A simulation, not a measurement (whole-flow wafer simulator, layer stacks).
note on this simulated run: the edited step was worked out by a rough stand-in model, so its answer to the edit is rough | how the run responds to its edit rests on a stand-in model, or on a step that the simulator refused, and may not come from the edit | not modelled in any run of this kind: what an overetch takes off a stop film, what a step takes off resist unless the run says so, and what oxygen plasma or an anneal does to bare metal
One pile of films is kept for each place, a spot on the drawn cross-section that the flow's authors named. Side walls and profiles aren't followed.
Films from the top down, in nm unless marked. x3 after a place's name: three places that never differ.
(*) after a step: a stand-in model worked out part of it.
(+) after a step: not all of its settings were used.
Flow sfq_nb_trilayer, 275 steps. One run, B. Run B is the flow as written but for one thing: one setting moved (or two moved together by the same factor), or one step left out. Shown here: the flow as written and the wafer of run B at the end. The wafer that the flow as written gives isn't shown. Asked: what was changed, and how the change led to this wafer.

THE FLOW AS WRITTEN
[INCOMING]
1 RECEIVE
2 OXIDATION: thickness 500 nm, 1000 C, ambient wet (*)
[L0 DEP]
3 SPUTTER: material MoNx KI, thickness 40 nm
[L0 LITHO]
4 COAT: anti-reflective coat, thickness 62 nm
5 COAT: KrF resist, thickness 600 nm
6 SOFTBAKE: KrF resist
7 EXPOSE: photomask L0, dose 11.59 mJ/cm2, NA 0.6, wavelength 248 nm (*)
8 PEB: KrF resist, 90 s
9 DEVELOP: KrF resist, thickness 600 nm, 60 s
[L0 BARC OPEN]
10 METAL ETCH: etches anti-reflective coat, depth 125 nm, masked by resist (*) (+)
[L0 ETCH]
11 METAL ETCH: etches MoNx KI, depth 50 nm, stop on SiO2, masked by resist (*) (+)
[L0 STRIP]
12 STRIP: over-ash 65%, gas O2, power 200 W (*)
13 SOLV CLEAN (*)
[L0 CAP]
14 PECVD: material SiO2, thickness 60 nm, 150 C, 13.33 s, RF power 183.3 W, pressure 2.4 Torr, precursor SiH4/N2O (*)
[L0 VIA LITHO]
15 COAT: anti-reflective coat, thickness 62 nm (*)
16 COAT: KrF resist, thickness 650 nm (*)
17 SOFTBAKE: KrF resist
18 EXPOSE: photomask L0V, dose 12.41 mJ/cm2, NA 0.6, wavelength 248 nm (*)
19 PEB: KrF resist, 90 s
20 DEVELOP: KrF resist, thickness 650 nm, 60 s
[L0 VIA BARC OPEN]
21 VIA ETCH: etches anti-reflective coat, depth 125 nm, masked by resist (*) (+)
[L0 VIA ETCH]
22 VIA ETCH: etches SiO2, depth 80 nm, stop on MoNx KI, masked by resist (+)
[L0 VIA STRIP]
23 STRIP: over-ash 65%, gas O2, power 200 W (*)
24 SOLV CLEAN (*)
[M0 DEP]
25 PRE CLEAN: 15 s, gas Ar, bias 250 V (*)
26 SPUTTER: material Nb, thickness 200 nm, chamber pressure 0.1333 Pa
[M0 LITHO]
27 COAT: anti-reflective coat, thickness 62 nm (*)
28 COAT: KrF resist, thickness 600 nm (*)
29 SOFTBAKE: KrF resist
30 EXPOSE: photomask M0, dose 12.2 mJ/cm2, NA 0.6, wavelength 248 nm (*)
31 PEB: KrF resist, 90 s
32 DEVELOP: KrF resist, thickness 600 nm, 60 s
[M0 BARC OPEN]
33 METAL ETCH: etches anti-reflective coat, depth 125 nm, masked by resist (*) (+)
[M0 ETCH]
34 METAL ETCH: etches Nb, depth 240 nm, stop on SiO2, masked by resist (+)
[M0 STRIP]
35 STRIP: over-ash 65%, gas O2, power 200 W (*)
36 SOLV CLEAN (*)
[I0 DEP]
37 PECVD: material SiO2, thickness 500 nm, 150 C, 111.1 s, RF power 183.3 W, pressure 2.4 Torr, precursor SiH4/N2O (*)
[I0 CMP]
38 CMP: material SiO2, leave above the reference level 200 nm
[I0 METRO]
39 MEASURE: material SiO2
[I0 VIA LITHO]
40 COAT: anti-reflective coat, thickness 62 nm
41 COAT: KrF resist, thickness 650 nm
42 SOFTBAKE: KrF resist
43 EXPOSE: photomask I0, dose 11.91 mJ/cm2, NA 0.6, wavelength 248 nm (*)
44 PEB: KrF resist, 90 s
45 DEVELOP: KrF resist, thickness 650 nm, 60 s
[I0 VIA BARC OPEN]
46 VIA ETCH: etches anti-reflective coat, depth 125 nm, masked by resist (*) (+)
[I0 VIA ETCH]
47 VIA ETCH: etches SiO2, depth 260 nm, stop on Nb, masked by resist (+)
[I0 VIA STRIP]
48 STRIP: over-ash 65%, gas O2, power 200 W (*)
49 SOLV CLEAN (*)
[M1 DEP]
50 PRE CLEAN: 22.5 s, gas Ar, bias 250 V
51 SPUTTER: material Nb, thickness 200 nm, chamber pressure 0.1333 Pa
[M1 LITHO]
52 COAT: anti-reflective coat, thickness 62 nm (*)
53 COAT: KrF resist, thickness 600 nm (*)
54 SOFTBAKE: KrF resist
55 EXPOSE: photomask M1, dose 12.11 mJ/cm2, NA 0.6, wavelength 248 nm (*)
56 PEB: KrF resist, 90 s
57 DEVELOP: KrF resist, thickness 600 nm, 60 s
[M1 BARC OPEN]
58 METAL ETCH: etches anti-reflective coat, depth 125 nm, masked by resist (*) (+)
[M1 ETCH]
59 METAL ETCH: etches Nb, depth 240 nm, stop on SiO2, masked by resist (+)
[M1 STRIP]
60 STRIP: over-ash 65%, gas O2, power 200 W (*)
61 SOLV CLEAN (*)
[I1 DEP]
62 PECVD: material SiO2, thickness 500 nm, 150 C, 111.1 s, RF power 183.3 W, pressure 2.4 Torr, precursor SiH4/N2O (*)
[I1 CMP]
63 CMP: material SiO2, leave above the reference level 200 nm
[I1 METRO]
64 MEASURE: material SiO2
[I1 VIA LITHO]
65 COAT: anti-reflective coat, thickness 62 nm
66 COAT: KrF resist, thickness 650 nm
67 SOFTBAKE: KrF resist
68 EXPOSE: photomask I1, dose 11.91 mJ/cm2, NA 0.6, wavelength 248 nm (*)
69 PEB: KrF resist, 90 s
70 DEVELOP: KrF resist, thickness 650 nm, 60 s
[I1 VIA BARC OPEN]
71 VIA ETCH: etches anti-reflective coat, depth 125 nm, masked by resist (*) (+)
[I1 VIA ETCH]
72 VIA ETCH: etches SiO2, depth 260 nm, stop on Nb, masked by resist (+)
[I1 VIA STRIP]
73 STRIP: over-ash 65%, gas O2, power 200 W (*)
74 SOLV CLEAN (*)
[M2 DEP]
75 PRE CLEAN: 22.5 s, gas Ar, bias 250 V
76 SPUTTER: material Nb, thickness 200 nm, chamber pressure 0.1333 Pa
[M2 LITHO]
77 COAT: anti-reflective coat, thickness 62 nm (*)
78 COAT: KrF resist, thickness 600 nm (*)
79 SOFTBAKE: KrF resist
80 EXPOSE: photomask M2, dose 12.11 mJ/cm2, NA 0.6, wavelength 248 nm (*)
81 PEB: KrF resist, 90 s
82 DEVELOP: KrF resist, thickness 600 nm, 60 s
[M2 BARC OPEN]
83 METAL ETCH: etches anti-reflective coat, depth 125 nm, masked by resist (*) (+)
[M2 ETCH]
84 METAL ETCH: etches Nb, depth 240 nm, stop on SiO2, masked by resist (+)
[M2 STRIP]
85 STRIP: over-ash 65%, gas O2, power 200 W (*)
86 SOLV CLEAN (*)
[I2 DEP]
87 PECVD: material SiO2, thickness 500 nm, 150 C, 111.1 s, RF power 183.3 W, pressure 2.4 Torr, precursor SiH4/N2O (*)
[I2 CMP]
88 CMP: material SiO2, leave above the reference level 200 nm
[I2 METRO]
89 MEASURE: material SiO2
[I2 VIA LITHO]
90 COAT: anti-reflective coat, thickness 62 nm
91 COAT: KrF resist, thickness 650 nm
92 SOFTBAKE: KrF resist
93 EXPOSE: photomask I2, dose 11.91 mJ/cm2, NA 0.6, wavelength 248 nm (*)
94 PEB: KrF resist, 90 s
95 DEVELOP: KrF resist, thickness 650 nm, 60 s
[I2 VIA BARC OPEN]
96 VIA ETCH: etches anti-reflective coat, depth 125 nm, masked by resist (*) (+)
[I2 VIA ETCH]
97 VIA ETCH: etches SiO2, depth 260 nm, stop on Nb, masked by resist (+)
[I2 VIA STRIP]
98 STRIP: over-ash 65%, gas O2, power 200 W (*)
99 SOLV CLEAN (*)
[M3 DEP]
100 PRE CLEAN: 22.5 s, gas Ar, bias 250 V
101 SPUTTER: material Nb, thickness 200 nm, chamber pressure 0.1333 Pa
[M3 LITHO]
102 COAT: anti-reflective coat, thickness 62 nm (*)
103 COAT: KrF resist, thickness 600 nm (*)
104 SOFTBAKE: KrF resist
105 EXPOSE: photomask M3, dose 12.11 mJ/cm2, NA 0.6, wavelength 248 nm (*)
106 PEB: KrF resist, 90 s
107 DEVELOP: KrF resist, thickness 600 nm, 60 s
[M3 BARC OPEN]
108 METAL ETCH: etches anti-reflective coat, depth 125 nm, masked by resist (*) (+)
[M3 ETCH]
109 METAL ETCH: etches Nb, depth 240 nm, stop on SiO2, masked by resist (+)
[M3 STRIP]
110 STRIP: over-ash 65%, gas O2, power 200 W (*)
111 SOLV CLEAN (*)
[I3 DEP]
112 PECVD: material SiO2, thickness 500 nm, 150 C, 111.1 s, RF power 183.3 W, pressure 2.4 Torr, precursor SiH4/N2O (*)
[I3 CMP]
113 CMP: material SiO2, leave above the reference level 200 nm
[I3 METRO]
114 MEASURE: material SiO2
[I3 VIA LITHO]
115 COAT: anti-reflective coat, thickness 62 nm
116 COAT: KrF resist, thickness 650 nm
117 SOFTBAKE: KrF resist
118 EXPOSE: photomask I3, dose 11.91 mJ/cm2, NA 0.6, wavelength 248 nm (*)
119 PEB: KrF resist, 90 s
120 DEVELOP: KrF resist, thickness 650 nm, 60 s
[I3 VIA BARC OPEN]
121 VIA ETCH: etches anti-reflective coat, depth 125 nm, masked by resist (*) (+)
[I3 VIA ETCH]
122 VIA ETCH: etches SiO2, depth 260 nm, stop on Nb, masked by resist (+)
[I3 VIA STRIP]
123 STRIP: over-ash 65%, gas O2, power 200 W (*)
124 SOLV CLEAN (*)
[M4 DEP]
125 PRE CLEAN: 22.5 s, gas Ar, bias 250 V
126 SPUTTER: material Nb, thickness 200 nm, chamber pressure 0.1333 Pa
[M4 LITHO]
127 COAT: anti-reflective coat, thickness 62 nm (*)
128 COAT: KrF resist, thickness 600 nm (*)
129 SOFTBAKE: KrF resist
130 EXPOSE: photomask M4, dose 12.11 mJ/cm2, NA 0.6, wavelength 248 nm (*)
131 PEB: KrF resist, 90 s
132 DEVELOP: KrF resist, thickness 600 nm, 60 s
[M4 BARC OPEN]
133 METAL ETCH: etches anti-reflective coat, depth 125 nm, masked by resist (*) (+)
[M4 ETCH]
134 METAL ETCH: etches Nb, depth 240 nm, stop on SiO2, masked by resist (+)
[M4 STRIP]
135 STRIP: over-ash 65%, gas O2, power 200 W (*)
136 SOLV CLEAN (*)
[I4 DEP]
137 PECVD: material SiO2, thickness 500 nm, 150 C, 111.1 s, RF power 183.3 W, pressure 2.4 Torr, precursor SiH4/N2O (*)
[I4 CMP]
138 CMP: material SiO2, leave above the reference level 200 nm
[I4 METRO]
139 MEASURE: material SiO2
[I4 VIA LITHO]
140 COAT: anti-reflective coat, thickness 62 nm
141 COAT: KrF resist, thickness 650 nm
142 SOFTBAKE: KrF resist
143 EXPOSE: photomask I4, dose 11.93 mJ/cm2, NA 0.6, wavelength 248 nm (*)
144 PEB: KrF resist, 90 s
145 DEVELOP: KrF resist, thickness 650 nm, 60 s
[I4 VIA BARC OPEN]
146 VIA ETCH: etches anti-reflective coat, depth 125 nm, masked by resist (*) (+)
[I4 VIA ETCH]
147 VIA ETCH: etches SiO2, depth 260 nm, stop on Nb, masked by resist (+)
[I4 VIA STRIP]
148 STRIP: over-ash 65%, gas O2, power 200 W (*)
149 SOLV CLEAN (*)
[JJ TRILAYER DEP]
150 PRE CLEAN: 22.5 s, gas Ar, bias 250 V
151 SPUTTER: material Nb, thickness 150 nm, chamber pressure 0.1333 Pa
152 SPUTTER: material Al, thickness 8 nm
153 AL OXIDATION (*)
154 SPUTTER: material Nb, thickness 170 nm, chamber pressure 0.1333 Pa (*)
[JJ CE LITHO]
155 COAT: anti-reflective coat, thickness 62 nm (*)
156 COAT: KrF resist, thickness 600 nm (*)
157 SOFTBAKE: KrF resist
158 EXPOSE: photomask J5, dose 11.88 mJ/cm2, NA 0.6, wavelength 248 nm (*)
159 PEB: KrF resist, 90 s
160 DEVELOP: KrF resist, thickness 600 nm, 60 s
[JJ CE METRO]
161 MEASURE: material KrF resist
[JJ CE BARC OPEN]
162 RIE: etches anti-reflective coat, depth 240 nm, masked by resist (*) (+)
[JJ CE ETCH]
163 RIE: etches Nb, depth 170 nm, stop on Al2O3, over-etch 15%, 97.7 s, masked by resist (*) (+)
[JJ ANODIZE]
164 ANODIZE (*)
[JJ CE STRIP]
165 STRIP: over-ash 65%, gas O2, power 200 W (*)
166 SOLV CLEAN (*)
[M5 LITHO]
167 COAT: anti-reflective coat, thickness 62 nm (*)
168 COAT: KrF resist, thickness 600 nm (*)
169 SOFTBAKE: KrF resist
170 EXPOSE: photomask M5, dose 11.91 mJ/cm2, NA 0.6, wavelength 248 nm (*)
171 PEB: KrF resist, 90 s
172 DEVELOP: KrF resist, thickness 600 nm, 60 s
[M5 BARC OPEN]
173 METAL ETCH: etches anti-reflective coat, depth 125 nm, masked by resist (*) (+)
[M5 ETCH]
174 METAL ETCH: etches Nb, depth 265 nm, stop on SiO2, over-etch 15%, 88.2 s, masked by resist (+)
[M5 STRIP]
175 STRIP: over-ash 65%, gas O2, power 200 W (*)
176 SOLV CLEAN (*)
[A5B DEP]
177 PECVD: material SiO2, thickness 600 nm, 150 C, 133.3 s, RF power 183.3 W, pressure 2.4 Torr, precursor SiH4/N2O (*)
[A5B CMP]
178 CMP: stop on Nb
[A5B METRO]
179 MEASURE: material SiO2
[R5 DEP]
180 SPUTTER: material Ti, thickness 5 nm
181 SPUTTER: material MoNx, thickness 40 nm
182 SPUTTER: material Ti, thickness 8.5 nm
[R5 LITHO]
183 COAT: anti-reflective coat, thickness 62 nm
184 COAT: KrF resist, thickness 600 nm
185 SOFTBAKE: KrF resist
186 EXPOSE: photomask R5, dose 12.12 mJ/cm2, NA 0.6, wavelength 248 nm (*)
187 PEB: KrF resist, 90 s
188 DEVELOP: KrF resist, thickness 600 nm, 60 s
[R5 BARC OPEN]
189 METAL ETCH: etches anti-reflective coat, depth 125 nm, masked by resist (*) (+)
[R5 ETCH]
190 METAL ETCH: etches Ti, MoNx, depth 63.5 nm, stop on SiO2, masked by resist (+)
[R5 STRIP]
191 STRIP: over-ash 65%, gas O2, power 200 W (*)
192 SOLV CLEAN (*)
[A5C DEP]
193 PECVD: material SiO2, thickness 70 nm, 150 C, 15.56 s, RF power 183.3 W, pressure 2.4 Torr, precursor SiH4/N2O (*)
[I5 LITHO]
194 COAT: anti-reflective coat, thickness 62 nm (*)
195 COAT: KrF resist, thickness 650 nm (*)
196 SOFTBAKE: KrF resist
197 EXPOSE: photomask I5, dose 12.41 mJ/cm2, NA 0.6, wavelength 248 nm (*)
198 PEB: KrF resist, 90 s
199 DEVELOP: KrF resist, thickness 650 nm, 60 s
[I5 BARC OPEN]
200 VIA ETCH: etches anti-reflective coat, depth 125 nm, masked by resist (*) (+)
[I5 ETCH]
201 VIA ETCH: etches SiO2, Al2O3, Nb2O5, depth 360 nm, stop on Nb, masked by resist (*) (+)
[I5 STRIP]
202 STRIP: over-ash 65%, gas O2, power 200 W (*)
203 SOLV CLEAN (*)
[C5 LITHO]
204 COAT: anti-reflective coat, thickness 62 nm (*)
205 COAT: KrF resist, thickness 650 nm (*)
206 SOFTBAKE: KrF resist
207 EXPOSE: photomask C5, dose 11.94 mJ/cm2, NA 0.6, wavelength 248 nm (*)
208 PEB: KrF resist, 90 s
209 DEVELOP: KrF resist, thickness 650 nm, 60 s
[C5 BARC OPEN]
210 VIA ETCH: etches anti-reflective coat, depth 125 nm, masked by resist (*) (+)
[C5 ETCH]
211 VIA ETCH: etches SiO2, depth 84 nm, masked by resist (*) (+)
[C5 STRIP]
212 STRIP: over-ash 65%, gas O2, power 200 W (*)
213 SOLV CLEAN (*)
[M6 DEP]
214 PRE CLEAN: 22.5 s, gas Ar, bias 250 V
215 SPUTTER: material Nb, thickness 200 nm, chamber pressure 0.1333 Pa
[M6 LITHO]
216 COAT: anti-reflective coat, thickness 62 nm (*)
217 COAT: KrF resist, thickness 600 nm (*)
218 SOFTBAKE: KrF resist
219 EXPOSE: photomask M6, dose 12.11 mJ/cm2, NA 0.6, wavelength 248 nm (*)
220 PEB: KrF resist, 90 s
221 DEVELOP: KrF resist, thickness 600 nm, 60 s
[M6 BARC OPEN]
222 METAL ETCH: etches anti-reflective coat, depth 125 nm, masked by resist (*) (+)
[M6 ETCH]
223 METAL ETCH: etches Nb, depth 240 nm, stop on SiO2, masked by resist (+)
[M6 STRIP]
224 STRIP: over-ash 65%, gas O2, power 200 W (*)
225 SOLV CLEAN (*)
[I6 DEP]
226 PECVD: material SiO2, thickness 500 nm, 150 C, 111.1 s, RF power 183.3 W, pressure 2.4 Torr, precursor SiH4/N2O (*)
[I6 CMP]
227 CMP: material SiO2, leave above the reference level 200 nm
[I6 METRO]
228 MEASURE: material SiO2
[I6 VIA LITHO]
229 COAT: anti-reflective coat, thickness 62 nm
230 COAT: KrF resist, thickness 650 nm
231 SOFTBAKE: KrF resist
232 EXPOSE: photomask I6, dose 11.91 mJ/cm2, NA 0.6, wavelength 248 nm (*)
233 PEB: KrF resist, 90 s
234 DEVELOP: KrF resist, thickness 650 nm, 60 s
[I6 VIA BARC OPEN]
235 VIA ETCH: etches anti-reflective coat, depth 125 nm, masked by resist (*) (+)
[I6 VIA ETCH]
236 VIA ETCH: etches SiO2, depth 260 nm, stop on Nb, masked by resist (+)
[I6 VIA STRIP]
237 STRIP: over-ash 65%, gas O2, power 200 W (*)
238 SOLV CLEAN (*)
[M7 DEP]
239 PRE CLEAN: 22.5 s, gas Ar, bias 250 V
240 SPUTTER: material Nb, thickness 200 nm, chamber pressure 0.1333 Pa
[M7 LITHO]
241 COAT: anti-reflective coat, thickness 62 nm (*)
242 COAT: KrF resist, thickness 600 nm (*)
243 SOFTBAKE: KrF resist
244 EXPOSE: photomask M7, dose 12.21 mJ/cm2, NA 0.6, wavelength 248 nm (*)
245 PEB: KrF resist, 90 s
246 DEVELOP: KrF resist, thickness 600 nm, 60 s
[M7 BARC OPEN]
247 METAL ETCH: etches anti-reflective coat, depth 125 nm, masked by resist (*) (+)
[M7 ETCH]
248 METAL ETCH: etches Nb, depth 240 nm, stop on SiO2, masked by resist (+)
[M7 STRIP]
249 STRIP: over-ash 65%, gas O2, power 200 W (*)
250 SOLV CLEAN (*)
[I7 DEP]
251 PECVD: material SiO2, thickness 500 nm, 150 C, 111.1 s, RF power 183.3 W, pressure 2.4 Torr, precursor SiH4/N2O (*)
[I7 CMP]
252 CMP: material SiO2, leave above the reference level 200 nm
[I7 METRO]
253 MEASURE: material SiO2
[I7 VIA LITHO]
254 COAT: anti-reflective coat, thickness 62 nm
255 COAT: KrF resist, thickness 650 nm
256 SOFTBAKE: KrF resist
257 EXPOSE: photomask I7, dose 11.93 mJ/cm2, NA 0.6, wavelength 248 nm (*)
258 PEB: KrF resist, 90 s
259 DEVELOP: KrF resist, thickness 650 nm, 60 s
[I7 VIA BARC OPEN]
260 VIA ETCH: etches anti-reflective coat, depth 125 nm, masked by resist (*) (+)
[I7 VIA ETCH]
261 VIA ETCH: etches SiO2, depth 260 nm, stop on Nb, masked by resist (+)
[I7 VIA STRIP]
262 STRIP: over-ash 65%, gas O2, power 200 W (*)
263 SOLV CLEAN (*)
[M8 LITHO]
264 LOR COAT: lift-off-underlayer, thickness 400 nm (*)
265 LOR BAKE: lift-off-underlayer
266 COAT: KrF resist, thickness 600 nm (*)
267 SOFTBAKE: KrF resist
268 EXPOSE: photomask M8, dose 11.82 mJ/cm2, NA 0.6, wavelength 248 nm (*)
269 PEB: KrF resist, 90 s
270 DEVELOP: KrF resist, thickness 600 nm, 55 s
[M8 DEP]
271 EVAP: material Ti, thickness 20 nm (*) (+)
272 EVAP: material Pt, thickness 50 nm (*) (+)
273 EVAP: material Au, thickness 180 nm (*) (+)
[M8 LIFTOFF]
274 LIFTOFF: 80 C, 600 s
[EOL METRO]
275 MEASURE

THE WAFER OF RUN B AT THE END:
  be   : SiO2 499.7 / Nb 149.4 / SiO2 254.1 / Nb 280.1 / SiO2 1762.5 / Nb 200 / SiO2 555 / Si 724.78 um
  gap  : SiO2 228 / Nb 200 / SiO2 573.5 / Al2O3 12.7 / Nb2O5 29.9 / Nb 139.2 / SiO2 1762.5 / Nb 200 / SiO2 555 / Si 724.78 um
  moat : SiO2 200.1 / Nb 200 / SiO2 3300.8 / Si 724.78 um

The cause: step 226, PECVD: thickness 405 nm was run, where the flow has thickness 500 nm; step 226, PECVD: 90 s was run, where the flow has 111.1 s.

How the change led to this, step by step:
  226 PECVD: material SiO2, thickness 500 nm, 150 C, 111.1 s, RF power 183.3 W, pressure 2.4 Torr, precursor SiH4/N2O (*)
      field_l, p4_fl x3, p4_w1 x3 and 58 more: SiO2 +405 (as written it would be: SiO2 +500)
      v_sur, via_wl, via_w and 21 more: SiO2 +405 (new film) (as written it would be: SiO2 +500 (new film))
      (and at 17 more places)
  227 CMP: material SiO2, leave above the reference level 200 nm
      moat, field_r, lsp_l, ln_m5, lsp_m: nothing (as written it would be: SiO2 -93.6)
      lsp_r, l0_sur, l0v: nothing (as written it would be: SiO2 -91.9)
      (and at 98 more places)
  229 COAT: anti-reflective coat, thickness 62 nm
      wire: anti-reflective coat +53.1 (new film) (as written it would be: anti-reflective coat +62 (new film))
      be: anti-reflective coat +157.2 (new film) (as written it would be: anti-reflective coat +62 (new film))
      (and at 3 more places)
  230 COAT: KrF resist, thickness 650 nm
      be: KrF resist +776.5 (new film) (as written it would be: KrF resist +650 (new film))
  237 STRIP: over-ash 65%, gas O2, power 200 W (*)
      wire: KrF resist -520.5 (all of it), anti-reflective coat -53.1 (all of it) (as written it would be: KrF resist -528.6 (all of it), anti-reflective coat -62 (all of it))
      be: KrF resist -655.4 (all of it), anti-reflective coat -157.2 (all of it) (as written it would be: KrF resist -528.6 (all of it), anti-reflective coat -62 (all of it))
      (and at 3 more places)
  240 SPUTTER: material Nb, thickness 200 nm, chamber pressure 0.1333 Pa
      be: Nb +149.4 (new film) (as written it would be: Nb +200 (new film))
  241 COAT: anti-reflective coat, thickness 62 nm (*)
      wire: anti-reflective coat +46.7 (new film) (as written it would be: anti-reflective coat +50.3 (new film))
      be: anti-reflective coat +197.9 (new film) (as written it would be: anti-reflective coat +60.9 (new film))
      (and at 3 more places)
  242 COAT: KrF resist, thickness 600 nm (*)
      wire: KrF resist +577 (new film) (as written it would be: KrF resist +591.7 (new film))
      be: KrF resist +724.7 (new film) (as written it would be: KrF resist +592.4 (new film))
  249 STRIP: over-ash 65%, gas O2, power 200 W (*)
      wire: KrF resist -359.5 (all of it), anti-reflective coat -46.7 (all of it) (as written it would be: KrF resist -374.1 (all of it), anti-reflective coat -50.3 (all of it))
      be: KrF resist -506.8 (all of it), anti-reflective coat -197.9 (all of it) (as written it would be: KrF resist -374.8 (all of it), anti-reflective coat -60.9 (all of it))
      (and at 3 more places)
  251 PECVD: material SiO2, thickness 500 nm, 150 C, 111.1 s, RF power 183.3 W, pressure 2.4 Torr, precursor SiH4/N2O (*)
      be: SiO2 +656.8 (new film) (as written it would be: SiO2 +500 (new film))
  252 CMP: material SiO2, leave above the reference level 200 nm
      be: SiO2 -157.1 (as written it would be: SiO2 -300)
      gap: SiO2 -272 (as written it would be: SiO2 -300)
